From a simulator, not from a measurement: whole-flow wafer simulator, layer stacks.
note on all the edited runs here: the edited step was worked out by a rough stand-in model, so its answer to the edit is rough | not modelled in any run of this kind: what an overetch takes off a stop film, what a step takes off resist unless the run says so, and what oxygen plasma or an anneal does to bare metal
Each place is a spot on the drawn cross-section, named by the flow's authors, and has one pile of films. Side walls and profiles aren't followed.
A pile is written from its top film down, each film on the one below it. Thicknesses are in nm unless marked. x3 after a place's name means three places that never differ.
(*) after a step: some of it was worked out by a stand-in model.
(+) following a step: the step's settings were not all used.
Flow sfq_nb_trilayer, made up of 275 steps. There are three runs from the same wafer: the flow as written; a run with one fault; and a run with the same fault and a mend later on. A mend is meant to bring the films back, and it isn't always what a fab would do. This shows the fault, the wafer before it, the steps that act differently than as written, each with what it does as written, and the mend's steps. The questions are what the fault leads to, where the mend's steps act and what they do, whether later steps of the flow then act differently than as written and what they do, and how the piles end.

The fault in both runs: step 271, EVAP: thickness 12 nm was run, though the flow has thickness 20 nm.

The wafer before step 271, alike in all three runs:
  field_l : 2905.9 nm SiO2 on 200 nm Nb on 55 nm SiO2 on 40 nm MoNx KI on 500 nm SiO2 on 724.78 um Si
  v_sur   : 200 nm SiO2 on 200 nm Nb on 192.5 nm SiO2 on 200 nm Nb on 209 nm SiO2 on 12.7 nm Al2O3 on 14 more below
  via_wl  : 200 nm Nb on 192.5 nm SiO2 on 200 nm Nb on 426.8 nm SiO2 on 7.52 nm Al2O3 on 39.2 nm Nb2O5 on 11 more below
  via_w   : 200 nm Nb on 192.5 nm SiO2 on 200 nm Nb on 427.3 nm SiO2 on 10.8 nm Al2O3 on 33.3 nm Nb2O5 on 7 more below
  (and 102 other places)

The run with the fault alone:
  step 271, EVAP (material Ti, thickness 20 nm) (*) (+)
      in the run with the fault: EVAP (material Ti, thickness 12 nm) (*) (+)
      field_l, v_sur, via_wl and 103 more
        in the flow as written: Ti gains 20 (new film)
        in the run with the fault: Ti gains 12 (new film)
  Steps later in the flow that act otherwise than as written:
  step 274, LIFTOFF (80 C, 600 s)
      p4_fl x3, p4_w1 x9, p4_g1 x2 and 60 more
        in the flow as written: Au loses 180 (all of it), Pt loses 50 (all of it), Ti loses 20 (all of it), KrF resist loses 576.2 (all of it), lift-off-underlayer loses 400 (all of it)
        in the run with the fault: Au loses 180 (all of it), Pt loses 50 (all of it), Ti loses 12 (all of it), KrF resist loses 576.2 (all of it), lift-off-underlayer loses 400 (all of it)
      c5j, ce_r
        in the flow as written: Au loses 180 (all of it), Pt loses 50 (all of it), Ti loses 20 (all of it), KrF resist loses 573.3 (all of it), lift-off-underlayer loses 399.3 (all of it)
        in the run with the fault: Au loses 180 (all of it), Pt loses 50 (all of it), Ti loses 12 (all of it), KrF resist loses 573.3 (all of it), lift-off-underlayer loses 399.3 (all of it)
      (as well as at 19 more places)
  The piles end different from the flow's at field_l, v_sur, via_wl and 8 more by more than 2% or 0.5 nm, whichever is larger.
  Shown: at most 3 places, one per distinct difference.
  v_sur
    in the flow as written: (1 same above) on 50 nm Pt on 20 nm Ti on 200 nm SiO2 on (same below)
    in the run with the fault: (1 same above) on 50 nm Pt on 12 nm Ti on 200 nm SiO2 on (same below)
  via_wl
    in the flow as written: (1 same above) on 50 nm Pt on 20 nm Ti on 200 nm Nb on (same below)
    in the run with the fault: (1 same above) on 50 nm Pt on 12 nm Ti on 200 nm Nb on (same below)
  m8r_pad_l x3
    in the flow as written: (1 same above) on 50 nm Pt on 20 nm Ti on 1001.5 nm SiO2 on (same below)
    in the run with the fault: (1 same above) on 50 nm Pt on 12 nm Ti on 1001.5 nm SiO2 on (same below)

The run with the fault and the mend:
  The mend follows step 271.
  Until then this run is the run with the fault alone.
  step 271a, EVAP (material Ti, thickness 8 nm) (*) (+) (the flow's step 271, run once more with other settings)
      field_l, v_sur, via_wl and 103 more
        Ti gains 8
  Every later step of the flow that is run acts as written at every place that is followed.
  The piles end the same as the flow's at every place that both follow.
